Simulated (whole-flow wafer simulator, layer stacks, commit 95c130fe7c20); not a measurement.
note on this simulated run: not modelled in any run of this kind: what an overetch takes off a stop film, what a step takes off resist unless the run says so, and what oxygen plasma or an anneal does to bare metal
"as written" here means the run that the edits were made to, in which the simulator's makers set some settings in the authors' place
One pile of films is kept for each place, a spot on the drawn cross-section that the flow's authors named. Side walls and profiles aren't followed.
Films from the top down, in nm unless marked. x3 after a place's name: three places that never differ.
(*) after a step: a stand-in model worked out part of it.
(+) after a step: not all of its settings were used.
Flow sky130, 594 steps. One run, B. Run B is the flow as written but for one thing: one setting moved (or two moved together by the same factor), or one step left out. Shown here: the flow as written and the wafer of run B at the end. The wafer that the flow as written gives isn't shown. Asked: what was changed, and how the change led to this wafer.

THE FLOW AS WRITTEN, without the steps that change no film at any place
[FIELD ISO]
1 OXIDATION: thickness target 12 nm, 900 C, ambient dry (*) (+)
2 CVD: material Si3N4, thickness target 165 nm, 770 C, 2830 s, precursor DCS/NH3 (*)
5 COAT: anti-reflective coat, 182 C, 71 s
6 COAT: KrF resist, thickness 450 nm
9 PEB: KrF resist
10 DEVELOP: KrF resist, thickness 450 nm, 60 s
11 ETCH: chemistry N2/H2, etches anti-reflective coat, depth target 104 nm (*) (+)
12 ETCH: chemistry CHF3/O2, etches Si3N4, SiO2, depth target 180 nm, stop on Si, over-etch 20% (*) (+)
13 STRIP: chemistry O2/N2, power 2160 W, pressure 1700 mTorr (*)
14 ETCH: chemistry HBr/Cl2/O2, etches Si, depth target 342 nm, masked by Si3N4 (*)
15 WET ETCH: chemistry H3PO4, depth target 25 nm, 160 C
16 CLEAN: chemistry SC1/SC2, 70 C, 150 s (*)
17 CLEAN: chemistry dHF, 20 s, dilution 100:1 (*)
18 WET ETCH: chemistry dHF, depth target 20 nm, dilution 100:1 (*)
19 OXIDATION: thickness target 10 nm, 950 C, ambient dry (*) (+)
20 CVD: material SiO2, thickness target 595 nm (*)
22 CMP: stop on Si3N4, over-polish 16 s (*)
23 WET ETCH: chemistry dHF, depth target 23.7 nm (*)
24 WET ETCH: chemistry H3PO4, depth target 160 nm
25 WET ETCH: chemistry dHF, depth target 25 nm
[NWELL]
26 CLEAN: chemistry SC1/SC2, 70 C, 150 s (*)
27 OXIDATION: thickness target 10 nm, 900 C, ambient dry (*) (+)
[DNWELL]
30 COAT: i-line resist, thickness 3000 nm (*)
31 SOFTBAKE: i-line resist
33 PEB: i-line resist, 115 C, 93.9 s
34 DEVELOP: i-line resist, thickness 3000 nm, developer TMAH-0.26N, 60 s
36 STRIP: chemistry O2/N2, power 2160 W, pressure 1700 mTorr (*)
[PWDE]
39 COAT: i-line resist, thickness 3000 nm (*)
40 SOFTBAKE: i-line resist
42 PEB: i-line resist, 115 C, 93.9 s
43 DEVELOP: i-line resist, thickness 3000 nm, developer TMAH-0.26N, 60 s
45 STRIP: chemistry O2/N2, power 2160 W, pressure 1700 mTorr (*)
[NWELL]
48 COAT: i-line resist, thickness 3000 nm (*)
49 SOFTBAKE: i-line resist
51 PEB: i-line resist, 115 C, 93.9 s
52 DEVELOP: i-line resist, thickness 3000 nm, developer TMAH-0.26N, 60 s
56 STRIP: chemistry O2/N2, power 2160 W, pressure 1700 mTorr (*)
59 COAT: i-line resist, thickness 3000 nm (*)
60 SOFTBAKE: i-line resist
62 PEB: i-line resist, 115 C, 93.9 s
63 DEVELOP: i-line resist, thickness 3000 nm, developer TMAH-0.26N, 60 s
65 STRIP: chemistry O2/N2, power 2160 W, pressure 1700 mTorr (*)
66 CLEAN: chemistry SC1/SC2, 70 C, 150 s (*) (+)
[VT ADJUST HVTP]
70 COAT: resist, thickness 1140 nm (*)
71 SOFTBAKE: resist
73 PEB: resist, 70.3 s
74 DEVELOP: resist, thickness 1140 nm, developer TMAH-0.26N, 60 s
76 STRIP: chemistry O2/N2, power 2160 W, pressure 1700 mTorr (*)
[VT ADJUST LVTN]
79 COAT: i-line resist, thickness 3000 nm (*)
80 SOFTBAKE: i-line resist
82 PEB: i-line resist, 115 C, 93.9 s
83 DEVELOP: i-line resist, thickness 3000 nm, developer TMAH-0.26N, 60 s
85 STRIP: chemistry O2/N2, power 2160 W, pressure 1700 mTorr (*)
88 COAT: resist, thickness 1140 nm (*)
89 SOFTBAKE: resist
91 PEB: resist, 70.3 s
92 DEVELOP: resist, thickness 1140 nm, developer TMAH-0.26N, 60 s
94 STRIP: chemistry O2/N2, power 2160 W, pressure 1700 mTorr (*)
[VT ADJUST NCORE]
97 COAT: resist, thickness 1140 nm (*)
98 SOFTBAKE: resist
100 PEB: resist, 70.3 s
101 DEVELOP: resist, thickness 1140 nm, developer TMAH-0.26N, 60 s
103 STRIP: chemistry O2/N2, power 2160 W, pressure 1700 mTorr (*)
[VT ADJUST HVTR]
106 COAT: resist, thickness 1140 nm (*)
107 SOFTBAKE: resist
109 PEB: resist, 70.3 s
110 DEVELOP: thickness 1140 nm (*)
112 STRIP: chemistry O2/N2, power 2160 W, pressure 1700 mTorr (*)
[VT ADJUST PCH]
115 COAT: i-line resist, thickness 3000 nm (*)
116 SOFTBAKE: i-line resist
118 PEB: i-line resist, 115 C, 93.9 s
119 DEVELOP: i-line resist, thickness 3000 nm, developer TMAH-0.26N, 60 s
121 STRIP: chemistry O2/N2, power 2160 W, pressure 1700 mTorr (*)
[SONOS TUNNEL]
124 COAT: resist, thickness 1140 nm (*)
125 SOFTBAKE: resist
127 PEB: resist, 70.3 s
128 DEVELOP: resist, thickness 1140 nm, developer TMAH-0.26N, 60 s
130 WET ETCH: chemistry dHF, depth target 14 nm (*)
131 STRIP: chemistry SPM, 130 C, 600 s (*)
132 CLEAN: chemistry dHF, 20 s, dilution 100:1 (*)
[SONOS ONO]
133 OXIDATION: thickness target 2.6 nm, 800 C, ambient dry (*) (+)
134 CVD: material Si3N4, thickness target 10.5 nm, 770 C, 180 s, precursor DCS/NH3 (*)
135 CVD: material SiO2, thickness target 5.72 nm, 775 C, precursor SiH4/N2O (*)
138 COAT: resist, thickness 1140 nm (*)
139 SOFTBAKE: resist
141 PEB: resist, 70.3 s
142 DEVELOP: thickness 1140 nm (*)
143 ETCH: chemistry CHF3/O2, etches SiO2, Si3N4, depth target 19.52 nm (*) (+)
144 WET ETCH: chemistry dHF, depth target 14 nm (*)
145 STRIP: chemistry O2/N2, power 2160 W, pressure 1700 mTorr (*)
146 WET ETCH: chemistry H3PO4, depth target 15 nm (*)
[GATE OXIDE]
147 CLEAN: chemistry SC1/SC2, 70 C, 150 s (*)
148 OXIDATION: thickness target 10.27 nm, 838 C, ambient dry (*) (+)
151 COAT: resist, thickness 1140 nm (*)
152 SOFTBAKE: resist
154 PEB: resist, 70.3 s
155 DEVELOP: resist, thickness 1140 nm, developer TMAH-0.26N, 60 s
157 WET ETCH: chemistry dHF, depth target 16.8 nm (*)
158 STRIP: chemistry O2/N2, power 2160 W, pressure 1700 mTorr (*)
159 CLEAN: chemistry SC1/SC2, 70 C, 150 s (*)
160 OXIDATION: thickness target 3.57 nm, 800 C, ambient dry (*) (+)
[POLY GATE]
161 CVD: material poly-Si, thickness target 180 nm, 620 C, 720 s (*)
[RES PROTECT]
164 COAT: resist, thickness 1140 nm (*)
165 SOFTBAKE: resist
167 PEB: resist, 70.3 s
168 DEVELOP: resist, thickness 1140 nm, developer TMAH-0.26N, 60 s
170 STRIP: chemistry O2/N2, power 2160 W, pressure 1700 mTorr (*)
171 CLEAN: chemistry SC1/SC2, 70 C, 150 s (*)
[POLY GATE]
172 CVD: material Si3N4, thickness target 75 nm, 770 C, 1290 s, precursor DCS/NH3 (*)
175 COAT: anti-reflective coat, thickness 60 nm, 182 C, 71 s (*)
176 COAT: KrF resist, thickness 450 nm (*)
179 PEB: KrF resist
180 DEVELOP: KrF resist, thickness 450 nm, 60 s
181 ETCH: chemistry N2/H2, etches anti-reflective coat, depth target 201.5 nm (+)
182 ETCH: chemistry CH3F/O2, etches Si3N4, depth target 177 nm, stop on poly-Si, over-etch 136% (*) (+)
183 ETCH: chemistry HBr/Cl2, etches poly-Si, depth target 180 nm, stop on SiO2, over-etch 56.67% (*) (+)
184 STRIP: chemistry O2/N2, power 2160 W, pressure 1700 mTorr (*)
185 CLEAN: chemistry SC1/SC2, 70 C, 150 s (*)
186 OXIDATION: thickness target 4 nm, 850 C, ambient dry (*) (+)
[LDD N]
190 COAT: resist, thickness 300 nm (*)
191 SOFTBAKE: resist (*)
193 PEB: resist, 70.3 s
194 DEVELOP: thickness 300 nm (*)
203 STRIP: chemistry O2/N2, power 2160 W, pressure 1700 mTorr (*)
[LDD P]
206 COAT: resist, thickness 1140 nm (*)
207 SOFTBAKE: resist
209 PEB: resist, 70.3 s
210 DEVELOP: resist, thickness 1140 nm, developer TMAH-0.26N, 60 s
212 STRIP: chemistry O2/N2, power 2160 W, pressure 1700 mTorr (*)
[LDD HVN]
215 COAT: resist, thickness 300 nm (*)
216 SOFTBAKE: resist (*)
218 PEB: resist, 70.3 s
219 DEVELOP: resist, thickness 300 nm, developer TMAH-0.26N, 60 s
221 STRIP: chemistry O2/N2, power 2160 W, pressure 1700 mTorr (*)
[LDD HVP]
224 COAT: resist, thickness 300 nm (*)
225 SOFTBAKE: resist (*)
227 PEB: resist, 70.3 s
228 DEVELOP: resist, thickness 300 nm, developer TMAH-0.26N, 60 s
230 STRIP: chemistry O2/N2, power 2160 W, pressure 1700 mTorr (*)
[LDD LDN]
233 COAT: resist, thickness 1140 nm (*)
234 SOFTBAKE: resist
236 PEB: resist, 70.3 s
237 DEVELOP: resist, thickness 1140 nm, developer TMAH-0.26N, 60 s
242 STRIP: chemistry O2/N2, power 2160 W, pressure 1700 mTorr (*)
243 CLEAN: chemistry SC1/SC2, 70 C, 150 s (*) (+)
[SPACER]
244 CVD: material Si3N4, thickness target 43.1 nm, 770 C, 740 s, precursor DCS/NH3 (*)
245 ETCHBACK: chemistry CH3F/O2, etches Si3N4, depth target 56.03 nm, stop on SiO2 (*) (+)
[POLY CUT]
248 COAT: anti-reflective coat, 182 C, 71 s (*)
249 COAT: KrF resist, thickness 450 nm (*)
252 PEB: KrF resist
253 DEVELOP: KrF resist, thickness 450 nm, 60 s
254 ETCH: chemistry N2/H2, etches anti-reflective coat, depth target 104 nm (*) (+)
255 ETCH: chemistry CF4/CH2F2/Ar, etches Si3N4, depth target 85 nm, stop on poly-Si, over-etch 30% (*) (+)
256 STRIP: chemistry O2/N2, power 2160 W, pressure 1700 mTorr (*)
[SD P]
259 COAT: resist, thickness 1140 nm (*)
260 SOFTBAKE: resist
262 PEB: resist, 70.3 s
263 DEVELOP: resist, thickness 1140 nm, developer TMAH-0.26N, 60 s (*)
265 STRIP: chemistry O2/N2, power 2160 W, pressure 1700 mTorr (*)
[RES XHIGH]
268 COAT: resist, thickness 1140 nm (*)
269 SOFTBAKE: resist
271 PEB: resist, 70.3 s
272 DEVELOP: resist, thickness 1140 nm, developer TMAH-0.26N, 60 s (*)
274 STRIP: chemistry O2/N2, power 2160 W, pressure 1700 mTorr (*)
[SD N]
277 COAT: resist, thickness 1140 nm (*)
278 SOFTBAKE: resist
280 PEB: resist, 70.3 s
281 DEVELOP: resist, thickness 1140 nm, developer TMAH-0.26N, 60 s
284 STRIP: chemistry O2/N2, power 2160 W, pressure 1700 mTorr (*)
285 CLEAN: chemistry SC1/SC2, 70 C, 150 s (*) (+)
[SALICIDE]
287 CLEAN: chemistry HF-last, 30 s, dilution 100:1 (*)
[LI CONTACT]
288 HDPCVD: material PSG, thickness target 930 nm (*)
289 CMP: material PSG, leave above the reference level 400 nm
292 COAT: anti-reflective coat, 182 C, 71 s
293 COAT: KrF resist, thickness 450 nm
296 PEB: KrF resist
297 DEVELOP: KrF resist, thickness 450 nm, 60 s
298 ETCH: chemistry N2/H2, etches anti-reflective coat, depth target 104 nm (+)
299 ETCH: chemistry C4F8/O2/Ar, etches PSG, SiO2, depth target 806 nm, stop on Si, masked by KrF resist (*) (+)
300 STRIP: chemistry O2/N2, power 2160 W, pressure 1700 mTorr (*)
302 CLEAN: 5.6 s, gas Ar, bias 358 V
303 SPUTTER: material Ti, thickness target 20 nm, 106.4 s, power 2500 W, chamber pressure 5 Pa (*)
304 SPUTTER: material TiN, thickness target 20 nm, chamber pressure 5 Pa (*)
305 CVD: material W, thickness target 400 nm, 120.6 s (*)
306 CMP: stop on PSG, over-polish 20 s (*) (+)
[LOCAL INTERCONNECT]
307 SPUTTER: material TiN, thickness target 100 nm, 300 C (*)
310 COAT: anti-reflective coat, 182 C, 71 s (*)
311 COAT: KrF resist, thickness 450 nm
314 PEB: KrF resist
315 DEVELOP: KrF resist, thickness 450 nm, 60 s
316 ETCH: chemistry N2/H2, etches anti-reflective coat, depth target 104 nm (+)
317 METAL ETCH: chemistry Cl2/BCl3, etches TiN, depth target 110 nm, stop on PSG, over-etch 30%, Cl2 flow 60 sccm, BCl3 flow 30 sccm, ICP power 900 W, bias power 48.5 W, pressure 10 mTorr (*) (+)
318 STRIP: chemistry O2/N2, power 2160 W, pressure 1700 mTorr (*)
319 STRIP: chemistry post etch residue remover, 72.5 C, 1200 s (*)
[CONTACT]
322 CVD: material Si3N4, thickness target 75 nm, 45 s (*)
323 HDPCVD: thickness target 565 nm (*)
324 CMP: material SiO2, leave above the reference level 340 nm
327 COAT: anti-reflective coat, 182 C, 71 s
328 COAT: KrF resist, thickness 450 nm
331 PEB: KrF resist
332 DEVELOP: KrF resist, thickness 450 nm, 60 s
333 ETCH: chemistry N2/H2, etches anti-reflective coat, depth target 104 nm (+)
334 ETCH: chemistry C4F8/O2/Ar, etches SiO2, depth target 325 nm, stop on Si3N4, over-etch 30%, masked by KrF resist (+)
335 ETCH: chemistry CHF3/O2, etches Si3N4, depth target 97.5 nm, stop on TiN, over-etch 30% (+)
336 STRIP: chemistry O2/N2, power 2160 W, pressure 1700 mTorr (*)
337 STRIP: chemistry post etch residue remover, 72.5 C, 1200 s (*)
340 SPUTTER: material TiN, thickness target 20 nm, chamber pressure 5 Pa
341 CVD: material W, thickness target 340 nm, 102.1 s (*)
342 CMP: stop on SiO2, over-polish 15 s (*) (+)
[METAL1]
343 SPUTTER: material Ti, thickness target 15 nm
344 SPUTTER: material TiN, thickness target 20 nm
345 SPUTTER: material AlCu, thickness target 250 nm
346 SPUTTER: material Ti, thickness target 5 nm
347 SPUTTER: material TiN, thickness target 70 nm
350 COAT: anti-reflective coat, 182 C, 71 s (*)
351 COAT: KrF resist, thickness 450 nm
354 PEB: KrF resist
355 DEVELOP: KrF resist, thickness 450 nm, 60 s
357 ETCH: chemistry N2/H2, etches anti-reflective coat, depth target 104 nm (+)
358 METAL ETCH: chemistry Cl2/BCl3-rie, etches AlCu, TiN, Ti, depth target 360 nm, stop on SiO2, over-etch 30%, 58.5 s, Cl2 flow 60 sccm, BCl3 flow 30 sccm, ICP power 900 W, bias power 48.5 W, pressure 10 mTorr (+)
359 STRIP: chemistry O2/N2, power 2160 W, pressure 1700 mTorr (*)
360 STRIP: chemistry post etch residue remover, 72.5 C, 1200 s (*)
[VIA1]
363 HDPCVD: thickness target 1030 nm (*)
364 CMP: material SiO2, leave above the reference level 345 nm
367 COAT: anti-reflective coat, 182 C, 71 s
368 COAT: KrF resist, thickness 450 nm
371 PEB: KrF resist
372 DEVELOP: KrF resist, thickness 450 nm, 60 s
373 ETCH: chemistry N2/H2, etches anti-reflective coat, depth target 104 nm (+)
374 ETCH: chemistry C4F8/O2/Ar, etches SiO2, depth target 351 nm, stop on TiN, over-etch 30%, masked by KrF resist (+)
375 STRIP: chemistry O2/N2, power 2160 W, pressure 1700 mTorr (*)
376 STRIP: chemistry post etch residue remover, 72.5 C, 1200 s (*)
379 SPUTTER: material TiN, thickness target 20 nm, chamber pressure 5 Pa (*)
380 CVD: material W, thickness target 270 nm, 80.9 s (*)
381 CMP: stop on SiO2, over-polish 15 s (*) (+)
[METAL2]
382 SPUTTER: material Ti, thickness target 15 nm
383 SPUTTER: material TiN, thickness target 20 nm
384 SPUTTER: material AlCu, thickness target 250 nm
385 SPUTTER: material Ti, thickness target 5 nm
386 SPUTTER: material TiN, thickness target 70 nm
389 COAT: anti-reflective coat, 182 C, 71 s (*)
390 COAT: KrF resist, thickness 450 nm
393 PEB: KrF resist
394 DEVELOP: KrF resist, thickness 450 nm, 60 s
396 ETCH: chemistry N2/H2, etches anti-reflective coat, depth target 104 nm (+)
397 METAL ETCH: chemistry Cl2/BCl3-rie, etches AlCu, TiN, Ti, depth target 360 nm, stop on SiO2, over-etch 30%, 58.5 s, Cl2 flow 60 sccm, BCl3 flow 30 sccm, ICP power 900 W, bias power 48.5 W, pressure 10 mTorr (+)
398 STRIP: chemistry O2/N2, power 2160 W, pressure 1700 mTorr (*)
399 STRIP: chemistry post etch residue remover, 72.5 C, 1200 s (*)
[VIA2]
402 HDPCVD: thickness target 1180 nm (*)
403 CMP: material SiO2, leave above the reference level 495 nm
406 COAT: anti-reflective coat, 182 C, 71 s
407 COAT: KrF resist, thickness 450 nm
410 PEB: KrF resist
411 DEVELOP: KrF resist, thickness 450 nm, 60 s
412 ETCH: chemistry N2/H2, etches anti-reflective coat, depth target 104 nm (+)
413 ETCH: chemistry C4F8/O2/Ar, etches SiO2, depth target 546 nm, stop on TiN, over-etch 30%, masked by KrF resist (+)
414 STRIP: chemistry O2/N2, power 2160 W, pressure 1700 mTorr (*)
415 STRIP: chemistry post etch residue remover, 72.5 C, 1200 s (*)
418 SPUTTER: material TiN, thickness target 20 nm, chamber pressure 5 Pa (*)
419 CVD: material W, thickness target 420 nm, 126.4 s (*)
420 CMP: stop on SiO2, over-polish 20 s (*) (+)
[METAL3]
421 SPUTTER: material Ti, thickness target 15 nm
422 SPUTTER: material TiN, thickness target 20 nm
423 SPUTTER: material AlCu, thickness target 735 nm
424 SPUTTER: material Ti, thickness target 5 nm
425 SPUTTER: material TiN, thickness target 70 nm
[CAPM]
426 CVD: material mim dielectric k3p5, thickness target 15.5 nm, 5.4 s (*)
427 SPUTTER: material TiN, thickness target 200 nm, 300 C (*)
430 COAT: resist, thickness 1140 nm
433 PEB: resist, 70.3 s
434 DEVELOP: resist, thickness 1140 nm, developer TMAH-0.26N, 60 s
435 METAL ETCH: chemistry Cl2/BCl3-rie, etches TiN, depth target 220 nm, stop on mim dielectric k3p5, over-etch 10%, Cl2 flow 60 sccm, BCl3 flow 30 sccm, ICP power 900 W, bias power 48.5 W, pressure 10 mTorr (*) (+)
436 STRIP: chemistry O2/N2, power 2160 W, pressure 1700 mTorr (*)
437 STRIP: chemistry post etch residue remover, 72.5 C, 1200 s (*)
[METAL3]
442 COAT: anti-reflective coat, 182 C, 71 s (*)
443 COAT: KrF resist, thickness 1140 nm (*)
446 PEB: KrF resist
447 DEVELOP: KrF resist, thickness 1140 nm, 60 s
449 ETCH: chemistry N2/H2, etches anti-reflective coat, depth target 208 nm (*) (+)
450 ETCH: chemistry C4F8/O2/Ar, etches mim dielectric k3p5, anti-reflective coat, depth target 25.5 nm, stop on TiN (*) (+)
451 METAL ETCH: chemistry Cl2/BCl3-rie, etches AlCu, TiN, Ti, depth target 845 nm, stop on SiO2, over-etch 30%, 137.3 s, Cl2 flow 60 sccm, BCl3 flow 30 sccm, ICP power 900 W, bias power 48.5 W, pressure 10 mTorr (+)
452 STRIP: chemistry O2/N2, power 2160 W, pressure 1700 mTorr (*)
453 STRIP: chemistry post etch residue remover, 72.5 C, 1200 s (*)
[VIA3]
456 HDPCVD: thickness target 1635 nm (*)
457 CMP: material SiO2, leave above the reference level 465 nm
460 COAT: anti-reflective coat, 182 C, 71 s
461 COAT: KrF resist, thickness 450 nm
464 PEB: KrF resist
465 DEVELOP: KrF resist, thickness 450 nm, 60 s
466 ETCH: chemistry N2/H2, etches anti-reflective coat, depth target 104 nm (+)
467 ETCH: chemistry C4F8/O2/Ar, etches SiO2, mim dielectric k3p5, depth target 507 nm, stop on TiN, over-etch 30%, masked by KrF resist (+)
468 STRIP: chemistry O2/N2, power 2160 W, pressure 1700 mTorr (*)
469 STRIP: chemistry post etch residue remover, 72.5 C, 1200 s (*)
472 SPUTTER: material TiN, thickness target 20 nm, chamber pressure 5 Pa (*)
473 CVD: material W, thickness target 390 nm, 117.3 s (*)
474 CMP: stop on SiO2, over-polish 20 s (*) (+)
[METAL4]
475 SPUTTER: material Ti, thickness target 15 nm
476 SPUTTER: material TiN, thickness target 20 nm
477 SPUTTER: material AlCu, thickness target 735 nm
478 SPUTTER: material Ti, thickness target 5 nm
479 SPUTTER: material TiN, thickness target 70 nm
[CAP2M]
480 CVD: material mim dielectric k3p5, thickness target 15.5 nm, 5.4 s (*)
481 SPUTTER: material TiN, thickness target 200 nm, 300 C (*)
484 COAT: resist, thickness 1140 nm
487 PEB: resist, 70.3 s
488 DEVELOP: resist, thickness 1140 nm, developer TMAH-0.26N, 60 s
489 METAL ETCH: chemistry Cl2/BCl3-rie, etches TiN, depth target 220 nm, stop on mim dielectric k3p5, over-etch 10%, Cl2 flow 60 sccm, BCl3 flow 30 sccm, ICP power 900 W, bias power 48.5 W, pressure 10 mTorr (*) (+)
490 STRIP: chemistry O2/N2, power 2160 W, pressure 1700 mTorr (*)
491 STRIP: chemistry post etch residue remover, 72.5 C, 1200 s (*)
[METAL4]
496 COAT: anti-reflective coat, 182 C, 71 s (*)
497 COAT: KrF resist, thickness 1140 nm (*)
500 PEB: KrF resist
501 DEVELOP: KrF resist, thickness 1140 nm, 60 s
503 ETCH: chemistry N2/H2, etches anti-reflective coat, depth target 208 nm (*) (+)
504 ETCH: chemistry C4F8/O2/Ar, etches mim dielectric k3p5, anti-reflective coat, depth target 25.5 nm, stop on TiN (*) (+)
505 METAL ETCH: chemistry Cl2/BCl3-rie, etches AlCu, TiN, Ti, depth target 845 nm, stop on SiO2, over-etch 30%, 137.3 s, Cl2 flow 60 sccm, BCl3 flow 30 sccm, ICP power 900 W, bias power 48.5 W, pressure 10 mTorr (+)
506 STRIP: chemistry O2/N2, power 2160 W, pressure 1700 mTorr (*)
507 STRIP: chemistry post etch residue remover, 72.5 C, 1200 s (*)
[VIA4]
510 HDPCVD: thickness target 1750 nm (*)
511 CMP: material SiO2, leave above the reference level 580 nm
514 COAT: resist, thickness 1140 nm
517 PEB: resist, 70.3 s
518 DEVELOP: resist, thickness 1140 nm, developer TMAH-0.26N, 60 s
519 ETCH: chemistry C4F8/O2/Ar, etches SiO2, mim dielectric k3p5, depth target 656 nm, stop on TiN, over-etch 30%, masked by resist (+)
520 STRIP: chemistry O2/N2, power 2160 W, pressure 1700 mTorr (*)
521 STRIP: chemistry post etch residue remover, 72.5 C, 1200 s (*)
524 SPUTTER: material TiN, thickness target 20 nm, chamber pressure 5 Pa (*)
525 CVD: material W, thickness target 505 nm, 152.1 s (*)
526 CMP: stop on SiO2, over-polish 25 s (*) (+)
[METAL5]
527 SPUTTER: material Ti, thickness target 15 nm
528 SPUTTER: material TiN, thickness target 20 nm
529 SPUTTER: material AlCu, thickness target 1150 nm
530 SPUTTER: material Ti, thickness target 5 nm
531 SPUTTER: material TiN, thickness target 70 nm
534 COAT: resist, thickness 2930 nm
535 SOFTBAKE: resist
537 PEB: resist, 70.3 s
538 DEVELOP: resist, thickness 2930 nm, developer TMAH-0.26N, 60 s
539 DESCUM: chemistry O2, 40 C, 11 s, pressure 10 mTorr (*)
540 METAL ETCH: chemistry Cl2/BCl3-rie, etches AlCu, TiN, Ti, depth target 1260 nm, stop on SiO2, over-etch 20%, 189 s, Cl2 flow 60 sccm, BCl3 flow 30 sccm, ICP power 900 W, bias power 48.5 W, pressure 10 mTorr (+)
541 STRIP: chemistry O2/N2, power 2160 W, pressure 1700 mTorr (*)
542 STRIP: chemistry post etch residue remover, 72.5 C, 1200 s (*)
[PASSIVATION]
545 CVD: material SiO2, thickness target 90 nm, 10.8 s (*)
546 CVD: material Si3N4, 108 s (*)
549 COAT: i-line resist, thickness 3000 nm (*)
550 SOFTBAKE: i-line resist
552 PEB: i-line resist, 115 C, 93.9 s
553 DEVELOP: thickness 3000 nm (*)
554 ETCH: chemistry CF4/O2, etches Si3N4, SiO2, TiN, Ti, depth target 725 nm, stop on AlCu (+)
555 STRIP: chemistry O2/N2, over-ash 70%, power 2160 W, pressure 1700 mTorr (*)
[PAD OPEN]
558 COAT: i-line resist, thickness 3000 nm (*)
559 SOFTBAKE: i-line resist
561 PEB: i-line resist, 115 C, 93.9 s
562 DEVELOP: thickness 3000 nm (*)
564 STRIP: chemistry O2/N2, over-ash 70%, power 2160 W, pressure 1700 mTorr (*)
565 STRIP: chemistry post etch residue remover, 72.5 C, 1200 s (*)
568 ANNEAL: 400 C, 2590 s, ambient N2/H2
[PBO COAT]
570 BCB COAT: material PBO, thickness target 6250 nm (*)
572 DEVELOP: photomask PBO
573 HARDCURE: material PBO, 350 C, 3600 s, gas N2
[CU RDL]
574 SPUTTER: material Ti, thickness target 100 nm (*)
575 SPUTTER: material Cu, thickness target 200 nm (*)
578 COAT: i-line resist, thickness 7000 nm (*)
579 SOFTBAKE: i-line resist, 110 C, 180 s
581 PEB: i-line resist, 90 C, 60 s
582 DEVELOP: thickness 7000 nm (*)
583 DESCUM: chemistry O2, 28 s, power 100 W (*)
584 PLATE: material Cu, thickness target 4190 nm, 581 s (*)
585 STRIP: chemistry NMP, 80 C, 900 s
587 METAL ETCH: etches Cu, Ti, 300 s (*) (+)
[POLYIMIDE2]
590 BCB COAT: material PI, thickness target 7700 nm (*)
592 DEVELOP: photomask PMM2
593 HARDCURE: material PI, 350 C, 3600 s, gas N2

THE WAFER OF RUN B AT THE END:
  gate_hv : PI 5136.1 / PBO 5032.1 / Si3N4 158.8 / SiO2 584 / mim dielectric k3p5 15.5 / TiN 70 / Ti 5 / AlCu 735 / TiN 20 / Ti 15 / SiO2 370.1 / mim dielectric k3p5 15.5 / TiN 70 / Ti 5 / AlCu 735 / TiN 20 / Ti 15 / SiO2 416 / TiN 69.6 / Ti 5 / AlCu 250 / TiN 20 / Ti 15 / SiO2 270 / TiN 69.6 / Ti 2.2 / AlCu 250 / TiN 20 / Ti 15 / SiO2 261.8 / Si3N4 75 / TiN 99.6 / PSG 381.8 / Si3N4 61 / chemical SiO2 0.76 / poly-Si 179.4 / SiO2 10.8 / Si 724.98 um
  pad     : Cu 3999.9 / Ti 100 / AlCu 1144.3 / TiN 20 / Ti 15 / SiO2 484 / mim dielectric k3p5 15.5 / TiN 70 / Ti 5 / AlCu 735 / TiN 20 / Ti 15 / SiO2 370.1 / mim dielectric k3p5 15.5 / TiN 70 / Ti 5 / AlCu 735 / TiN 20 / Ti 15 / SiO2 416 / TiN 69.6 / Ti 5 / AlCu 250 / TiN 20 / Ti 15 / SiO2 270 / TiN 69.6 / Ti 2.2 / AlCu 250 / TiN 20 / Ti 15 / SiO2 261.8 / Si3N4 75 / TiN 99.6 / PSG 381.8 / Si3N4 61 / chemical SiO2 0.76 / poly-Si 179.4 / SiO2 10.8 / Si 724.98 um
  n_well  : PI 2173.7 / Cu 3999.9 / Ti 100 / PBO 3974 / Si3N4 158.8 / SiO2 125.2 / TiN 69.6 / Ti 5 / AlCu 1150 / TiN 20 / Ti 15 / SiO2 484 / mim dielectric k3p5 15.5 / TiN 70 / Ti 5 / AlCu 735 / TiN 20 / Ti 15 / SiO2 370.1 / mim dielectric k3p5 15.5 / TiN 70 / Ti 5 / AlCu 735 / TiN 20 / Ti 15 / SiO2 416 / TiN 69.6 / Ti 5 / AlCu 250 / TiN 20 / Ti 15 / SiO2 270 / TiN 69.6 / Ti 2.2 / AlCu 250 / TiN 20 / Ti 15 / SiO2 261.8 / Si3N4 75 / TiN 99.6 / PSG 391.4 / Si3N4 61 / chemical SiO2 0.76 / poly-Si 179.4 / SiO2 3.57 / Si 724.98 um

The cause: step 346, SPUTTER: thickness target 2.2 nm was run, where the flow has thickness target 5 nm.
It can be read off the wafer: gate_hv has Ti 2.2, and step 346 as written asks for 5 nm.

How the change led to this, step by step:
  346 SPUTTER: material Ti, thickness target 5 nm
      field, active, n_well and 188 more: Ti +2.2 (new film) (as written it would be: Ti +5 (new film))
  358 METAL ETCH: chemistry Cl2/BCl3-rie, etches AlCu, TiN, Ti, depth target 360 nm, stop on SiO2, over-etch 30%, 58.5 s, Cl2 flow 60 sccm, BCl3 flow 30 sccm, ICP power 900 W, bias power 48.5 W, pressure 10 mTorr (+)
      field, active, gate and 81 more: TiN -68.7 (all of it), Ti -2.2 (all of it), AlCu -250 (all of it), TiN -20 (all of it), Ti -15 (all of it), SiO2 -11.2 (as written it would be: TiN -68.7 (all of it), Ti -5 (all of it), AlCu -250 (all of it), TiN -20 (all of it), Ti -15 (all of it), SiO2 -10.9)
